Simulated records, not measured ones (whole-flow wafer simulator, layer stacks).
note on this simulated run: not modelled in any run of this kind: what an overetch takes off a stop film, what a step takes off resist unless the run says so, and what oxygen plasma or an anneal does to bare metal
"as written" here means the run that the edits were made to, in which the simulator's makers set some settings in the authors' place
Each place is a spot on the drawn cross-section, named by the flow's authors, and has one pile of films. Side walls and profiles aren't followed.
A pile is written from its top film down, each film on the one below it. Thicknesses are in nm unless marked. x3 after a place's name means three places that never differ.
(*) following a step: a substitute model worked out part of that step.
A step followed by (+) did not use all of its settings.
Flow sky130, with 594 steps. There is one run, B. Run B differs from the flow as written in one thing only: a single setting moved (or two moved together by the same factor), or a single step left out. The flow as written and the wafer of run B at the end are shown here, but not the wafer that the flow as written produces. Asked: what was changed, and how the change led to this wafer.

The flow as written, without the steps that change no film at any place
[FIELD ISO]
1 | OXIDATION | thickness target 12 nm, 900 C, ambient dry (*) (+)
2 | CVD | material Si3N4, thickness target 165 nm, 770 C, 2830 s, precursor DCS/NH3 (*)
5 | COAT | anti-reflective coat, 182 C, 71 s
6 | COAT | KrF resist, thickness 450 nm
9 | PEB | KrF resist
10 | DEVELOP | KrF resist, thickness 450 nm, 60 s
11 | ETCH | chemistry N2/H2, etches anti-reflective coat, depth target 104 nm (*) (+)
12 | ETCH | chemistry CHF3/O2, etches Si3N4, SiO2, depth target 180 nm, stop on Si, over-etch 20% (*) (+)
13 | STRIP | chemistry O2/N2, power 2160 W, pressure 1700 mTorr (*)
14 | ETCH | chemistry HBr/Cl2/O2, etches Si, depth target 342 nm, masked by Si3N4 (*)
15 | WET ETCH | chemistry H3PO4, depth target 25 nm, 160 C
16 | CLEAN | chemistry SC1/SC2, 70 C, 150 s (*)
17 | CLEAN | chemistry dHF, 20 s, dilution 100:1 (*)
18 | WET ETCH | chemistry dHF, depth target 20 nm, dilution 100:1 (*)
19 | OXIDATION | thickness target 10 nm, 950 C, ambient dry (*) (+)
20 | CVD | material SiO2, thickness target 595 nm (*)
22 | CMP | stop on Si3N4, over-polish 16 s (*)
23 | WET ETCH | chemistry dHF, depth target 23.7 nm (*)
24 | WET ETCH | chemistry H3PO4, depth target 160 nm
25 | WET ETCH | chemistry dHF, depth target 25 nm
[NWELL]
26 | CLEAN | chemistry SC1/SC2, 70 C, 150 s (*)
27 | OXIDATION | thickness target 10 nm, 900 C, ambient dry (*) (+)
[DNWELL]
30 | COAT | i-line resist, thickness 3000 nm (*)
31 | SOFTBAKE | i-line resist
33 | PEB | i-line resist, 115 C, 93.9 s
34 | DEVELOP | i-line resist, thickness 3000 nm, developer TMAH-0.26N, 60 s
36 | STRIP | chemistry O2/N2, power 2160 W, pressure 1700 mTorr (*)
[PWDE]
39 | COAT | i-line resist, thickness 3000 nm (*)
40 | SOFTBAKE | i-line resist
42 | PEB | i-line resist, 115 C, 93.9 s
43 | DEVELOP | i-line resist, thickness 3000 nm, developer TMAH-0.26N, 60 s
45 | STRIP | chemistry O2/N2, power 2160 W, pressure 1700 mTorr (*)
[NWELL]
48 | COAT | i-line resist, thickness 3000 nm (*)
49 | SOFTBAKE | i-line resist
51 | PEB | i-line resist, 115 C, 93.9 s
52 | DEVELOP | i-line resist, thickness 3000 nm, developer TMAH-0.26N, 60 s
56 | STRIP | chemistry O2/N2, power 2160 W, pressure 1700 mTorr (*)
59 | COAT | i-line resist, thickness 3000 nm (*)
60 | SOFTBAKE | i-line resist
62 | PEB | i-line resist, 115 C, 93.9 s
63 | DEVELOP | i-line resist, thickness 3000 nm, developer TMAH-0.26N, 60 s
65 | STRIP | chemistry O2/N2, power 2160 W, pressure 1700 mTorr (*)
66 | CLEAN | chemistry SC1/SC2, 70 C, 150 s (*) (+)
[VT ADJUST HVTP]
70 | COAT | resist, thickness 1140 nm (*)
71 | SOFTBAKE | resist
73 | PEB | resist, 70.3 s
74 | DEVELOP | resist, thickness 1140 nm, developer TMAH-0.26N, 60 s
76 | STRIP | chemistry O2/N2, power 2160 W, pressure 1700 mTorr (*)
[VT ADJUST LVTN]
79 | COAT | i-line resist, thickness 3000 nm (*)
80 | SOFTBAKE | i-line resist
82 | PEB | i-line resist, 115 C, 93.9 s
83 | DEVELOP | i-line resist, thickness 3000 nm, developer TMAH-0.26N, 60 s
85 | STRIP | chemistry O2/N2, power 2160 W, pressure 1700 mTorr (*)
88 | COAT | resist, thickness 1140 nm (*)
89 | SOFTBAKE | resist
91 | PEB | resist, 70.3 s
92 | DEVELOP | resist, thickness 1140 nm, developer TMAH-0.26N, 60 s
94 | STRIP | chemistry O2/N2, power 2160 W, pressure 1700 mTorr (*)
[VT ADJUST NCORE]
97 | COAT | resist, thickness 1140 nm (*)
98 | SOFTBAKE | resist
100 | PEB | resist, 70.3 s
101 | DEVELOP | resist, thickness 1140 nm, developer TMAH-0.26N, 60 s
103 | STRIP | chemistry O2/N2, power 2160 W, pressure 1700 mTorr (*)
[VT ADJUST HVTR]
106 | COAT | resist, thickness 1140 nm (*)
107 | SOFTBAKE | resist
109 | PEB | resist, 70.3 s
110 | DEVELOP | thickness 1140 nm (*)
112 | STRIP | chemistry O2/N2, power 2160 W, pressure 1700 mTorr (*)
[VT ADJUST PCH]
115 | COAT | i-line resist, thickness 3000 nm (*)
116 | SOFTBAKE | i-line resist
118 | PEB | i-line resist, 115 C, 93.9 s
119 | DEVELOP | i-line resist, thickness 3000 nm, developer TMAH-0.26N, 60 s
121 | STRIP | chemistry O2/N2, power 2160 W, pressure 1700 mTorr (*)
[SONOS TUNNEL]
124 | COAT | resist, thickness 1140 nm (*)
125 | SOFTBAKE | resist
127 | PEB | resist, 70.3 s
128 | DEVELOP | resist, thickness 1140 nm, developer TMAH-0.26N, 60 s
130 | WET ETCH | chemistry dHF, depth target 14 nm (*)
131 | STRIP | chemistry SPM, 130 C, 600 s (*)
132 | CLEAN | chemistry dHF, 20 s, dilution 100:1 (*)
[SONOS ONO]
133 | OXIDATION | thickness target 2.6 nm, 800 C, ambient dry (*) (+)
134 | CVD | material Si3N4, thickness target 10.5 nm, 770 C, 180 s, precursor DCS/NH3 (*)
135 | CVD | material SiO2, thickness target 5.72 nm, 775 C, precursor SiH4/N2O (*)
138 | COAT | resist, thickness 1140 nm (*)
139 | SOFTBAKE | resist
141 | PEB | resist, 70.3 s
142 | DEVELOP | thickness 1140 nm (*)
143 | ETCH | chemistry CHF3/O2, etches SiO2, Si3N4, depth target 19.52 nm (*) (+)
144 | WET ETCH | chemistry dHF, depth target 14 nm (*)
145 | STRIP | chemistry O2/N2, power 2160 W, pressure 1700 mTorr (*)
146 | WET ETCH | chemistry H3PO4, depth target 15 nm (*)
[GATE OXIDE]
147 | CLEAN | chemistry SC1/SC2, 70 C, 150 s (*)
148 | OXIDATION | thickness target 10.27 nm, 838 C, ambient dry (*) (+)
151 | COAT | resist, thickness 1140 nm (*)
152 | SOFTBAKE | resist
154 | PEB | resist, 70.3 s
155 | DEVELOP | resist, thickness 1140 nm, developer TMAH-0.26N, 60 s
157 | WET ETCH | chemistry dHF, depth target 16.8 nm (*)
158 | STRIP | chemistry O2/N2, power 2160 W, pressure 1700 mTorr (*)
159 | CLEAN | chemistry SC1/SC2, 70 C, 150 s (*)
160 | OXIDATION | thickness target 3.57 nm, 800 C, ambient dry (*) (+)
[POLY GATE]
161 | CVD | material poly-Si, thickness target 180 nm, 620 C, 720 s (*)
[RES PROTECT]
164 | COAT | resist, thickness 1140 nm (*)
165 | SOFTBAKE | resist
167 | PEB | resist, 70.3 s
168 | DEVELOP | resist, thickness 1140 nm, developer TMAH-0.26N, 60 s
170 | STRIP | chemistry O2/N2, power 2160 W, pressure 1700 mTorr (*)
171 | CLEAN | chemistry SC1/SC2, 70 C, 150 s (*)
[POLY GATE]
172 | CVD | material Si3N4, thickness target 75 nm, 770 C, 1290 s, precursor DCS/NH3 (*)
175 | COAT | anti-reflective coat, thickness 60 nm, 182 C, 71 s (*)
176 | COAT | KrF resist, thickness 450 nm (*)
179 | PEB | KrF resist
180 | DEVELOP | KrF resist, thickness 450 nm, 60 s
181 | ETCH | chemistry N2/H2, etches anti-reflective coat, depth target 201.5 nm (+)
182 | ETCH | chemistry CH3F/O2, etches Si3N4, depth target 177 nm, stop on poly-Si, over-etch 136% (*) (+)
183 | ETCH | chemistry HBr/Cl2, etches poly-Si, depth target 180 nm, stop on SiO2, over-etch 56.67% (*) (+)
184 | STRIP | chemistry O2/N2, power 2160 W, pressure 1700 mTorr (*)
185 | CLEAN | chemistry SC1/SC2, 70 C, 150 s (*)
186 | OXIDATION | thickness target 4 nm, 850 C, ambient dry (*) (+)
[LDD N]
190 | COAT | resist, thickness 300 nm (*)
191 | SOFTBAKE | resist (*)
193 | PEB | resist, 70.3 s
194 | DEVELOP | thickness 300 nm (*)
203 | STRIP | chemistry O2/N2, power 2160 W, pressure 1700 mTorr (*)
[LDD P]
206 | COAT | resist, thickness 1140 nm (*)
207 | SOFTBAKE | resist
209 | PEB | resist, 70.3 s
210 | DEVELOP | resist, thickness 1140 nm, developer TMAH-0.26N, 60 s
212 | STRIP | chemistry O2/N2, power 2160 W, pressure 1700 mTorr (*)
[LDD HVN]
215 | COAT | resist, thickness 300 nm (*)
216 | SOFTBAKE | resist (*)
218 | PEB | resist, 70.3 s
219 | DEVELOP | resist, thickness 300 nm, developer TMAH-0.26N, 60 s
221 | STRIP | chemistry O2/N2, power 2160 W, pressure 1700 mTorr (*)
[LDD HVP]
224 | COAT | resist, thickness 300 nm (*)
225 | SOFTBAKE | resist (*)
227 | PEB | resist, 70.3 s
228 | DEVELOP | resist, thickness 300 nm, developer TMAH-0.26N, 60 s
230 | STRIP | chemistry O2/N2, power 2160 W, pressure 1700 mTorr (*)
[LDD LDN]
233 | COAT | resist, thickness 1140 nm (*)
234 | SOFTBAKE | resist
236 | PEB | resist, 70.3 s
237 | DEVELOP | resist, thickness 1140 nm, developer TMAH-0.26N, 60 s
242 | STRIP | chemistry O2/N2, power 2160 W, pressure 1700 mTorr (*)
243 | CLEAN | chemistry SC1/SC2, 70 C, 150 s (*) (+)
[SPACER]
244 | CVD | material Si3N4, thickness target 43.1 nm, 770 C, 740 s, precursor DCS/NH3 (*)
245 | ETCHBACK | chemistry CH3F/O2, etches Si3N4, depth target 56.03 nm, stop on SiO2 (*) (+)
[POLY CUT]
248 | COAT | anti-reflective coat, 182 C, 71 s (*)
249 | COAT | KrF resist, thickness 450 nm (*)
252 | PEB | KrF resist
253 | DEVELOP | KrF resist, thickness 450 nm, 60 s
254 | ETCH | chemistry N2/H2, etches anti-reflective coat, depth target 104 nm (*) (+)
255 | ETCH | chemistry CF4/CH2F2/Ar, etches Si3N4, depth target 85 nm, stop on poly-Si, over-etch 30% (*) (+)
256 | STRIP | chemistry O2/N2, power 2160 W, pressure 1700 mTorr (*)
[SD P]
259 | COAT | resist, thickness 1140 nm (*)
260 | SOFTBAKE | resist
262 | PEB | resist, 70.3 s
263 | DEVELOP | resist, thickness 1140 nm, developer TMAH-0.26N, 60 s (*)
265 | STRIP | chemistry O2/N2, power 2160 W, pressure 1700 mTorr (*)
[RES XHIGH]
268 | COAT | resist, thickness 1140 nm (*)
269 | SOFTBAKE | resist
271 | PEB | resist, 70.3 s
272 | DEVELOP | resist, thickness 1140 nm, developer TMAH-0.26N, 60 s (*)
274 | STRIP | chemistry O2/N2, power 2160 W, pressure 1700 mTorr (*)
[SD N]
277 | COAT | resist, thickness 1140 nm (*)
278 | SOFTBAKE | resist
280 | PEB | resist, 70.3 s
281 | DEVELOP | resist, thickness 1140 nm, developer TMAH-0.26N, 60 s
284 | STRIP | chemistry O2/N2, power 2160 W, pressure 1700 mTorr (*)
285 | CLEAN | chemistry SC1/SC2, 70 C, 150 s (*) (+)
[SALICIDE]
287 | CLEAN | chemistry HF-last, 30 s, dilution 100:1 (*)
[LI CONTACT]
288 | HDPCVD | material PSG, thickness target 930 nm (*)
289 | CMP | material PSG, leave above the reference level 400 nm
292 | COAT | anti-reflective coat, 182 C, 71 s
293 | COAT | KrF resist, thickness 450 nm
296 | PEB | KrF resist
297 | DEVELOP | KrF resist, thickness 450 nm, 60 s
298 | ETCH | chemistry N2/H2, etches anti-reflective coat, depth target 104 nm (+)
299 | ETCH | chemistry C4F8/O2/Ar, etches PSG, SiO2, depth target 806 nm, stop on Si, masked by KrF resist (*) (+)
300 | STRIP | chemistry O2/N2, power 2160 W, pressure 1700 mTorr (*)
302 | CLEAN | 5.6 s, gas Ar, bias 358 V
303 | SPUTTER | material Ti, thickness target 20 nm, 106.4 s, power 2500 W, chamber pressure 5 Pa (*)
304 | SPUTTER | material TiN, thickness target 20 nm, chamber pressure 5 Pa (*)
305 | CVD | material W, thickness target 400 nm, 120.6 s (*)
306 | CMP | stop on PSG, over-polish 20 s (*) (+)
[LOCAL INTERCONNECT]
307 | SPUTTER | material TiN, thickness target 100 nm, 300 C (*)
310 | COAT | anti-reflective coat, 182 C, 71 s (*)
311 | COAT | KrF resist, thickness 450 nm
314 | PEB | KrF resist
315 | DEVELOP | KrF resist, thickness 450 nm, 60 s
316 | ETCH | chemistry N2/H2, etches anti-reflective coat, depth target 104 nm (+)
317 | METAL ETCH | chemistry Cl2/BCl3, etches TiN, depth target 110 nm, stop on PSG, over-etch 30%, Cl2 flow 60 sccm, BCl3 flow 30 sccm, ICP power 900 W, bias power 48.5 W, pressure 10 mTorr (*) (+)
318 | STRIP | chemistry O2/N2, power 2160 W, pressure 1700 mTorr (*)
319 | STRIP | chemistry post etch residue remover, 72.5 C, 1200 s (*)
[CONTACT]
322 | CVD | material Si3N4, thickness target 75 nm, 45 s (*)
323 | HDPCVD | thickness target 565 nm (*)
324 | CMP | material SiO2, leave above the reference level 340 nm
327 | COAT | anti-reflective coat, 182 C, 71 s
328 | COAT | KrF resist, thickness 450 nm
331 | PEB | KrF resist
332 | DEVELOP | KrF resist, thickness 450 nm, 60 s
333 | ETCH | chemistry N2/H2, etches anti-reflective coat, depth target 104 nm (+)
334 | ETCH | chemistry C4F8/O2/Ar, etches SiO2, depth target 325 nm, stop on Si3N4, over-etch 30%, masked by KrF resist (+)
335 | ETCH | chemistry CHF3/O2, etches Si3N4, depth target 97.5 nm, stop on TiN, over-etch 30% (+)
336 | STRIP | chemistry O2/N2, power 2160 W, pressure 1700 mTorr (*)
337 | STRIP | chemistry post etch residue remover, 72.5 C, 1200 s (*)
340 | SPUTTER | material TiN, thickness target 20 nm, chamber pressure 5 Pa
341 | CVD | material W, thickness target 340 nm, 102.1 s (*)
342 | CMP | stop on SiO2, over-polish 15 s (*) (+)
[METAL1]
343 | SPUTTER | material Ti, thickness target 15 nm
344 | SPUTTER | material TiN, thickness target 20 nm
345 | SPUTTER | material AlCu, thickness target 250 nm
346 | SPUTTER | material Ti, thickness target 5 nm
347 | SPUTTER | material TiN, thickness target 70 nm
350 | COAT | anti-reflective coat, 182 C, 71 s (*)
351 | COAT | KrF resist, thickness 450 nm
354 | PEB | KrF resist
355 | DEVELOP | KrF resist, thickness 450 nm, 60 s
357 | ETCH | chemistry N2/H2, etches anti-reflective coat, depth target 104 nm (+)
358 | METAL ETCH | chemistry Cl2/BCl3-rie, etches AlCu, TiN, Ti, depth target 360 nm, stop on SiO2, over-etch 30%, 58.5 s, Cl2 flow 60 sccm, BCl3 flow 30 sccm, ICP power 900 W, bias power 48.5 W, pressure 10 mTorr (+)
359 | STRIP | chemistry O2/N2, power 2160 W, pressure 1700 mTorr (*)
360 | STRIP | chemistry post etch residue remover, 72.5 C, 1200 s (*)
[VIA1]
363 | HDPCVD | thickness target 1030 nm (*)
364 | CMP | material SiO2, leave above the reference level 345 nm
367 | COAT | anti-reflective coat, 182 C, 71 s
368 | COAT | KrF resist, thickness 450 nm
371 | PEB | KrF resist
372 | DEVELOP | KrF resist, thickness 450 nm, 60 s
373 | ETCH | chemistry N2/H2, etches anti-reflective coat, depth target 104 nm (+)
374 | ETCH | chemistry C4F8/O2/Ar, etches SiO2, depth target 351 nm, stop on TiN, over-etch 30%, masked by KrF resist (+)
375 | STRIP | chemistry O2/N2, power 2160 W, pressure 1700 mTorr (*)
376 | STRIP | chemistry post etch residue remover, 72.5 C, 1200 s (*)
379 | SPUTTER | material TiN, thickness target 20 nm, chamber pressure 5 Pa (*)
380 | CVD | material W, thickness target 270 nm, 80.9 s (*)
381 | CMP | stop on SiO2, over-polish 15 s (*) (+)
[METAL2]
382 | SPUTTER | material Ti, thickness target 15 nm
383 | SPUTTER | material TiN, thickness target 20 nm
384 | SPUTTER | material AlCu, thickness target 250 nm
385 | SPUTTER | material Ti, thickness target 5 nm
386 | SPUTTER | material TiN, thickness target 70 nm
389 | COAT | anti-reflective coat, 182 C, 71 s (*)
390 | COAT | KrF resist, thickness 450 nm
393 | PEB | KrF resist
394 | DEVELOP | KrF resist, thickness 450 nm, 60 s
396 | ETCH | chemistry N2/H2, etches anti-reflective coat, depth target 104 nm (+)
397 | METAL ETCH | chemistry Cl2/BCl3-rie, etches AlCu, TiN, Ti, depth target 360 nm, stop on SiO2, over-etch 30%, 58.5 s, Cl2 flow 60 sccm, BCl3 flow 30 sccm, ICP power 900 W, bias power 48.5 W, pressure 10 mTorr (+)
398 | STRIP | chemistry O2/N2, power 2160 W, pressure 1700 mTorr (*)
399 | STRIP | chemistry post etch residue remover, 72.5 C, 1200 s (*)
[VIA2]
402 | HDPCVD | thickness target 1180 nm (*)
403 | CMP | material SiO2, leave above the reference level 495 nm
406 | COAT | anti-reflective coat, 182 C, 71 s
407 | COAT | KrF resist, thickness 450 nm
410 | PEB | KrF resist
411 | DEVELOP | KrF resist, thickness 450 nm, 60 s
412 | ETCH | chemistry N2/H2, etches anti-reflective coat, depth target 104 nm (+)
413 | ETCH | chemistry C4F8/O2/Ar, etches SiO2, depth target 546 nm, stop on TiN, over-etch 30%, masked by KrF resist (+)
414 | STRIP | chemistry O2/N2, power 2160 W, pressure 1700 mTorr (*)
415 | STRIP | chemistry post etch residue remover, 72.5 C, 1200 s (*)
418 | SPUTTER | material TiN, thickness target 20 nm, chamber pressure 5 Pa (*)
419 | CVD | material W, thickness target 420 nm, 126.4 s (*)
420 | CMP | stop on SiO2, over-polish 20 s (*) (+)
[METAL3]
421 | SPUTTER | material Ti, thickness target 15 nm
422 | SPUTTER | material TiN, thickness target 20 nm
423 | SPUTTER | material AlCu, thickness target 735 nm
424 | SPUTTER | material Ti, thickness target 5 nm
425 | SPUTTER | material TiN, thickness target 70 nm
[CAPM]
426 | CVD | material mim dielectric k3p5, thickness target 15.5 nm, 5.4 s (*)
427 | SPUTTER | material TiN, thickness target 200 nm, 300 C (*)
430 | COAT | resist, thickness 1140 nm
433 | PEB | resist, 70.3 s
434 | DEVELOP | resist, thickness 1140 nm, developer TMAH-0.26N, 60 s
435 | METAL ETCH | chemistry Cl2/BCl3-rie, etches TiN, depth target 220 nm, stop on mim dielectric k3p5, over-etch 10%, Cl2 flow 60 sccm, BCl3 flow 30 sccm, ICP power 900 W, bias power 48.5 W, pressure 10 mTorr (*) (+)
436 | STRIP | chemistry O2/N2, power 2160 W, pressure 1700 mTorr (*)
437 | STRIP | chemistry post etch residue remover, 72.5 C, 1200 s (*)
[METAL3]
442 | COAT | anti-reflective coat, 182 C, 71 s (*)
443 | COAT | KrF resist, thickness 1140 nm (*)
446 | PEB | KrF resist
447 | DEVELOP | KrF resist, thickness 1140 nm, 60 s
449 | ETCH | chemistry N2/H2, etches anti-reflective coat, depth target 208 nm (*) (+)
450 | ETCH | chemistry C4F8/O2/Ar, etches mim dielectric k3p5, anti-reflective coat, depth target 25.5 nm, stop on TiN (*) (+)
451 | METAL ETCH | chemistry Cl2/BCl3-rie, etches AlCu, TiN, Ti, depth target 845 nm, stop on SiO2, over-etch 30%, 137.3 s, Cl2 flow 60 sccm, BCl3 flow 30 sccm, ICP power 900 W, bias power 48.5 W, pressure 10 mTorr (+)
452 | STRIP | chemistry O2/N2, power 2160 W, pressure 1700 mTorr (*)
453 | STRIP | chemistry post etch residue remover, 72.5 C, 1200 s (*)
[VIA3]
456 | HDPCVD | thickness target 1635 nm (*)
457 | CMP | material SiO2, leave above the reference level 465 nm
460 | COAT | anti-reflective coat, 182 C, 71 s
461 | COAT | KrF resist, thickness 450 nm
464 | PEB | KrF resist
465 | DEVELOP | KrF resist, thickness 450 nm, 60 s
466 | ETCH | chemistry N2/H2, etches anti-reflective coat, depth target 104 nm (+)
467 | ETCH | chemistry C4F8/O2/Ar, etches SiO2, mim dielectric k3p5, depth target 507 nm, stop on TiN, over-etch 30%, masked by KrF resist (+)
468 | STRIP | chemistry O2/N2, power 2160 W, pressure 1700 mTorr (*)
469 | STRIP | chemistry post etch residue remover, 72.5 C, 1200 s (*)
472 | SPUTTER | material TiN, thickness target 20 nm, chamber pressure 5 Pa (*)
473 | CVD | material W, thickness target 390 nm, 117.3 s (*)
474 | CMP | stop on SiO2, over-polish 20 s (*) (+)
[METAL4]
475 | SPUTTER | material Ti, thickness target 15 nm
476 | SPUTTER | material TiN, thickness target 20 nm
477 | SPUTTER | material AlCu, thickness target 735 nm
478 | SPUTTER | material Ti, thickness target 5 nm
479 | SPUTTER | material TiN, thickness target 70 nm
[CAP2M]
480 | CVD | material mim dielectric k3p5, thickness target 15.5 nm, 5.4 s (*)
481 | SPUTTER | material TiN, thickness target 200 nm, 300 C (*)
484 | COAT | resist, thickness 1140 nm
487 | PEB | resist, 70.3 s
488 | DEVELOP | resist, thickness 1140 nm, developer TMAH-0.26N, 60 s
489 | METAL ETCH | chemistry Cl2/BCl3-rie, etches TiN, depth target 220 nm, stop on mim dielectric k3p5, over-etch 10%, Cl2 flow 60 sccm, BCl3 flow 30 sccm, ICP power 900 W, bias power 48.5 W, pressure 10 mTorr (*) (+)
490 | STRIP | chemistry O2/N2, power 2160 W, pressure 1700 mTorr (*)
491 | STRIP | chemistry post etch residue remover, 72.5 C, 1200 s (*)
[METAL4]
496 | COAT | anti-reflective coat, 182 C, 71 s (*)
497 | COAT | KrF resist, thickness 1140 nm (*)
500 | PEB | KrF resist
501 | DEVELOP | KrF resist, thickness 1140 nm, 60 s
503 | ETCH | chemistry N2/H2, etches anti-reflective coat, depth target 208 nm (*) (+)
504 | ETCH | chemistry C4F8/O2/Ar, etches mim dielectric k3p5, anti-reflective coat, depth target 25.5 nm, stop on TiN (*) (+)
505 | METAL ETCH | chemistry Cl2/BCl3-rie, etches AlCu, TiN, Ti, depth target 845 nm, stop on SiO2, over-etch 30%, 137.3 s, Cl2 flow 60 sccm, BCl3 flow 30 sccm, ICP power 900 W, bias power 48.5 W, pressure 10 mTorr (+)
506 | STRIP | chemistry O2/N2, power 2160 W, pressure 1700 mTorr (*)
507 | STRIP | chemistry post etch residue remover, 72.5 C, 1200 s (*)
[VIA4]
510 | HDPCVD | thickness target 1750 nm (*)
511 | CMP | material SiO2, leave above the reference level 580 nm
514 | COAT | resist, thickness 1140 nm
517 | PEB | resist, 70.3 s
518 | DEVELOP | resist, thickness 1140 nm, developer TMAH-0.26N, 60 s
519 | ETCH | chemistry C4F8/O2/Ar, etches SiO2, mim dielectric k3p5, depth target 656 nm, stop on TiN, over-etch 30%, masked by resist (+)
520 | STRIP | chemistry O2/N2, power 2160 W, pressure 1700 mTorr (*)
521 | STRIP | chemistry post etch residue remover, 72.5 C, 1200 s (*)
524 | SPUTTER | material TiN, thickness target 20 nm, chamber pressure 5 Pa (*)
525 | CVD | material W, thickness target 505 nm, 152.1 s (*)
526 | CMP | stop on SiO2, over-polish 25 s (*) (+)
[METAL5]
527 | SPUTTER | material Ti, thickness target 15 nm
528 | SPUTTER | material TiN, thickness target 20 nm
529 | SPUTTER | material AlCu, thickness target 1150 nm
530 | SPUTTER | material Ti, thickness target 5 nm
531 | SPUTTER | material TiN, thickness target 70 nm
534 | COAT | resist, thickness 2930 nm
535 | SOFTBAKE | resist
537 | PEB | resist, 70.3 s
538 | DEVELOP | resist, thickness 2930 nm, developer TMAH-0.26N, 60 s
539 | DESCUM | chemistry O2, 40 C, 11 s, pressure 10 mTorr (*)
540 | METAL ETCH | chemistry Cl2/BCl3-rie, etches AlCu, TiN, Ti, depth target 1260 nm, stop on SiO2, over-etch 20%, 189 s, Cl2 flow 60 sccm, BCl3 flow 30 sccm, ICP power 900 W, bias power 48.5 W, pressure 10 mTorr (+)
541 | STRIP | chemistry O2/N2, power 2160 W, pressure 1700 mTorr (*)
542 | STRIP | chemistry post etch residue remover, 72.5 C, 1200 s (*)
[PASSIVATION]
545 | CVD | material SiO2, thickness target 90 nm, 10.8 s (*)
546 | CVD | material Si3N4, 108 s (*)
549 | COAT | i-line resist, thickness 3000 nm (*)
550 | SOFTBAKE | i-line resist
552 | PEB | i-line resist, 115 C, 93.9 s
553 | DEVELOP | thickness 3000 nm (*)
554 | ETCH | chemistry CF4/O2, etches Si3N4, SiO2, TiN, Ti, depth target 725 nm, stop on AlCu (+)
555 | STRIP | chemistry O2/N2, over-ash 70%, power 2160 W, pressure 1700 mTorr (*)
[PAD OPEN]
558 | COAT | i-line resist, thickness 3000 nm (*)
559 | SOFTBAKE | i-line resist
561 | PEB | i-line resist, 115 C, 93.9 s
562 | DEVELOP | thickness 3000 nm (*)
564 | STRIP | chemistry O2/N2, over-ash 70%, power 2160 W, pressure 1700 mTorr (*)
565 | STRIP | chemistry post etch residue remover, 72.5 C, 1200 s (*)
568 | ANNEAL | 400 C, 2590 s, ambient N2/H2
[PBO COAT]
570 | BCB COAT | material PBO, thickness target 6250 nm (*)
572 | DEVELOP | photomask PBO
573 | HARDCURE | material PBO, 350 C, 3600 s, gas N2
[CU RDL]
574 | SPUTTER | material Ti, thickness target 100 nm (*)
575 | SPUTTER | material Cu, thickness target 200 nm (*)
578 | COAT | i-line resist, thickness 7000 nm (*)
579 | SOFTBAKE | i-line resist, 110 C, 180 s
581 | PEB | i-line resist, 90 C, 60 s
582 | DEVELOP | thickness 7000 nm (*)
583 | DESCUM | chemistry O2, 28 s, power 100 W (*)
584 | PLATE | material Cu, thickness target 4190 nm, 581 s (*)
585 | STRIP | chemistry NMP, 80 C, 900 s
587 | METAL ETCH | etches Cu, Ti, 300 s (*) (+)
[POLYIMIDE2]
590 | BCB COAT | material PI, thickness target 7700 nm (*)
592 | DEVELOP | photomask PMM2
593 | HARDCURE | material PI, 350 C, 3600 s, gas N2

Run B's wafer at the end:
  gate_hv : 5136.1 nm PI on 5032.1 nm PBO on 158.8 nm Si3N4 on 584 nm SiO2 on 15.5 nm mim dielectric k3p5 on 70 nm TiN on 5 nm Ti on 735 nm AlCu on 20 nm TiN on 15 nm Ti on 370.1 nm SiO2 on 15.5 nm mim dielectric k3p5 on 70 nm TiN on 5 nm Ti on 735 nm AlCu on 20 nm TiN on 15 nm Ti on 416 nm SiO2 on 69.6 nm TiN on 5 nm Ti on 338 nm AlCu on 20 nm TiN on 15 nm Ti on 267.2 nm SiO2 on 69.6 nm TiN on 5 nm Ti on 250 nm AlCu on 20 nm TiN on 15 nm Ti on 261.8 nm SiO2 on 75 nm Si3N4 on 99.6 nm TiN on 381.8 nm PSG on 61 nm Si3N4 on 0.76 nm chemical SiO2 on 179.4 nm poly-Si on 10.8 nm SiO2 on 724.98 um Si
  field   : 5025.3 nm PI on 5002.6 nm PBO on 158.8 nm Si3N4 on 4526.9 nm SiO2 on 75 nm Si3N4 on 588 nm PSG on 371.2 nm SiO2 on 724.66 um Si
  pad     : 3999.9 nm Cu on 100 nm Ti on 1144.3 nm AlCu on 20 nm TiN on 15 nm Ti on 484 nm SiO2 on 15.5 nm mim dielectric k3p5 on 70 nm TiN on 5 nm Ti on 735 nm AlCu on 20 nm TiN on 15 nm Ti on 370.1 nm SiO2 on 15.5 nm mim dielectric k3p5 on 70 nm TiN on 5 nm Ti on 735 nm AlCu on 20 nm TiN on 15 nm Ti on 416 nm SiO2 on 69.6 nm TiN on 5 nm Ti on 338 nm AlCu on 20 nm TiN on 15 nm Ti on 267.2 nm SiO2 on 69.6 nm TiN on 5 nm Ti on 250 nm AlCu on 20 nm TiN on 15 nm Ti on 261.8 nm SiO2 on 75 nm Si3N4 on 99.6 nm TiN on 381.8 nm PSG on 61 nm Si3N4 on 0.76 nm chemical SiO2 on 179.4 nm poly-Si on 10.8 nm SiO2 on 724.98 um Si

Cause: step 384, SPUTTER: thickness target 338 nm was run, though the flow has thickness target 250 nm.
One can read it off the wafer: gate_hv has AlCu 338, and step 384 as written asks for 250 nm.

The path from the change to this, step by step:
  384 | SPUTTER | material AlCu, thickness target 250 nm
      field, active, n_well and 188 more: +338 AlCu (new film) (in the flow as written it would be: +250 AlCu (new film))
  397 | METAL ETCH | chemistry Cl2/BCl3-rie, etches AlCu, TiN, Ti, depth target 360 nm, stop on SiO2, over-etch 30%, 58.5 s, Cl2 flow 60 sccm, BCl3 flow 30 sccm, ICP power 900 W, bias power 48.5 W, pressure 10 mTorr (+)
      field, active, gate and 82 more: -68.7 TiN (all of it), -5 Ti (all of it), -338 AlCu (all of it), -20 TiN (all of it), -15 Ti (all of it), -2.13 SiO2 (in the flow as written it would be: -68.7 TiN (all of it), -5 Ti (all of it), -250 AlCu (all of it), -20 TiN (all of it), -15 Ti (all of it), -10.9 SiO2)
  403 | CMP | material SiO2, leave above the reference level 495 nm
      field, active, gate and 82 more: -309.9 SiO2 (in the flow as written it would be: -389.1 SiO2)
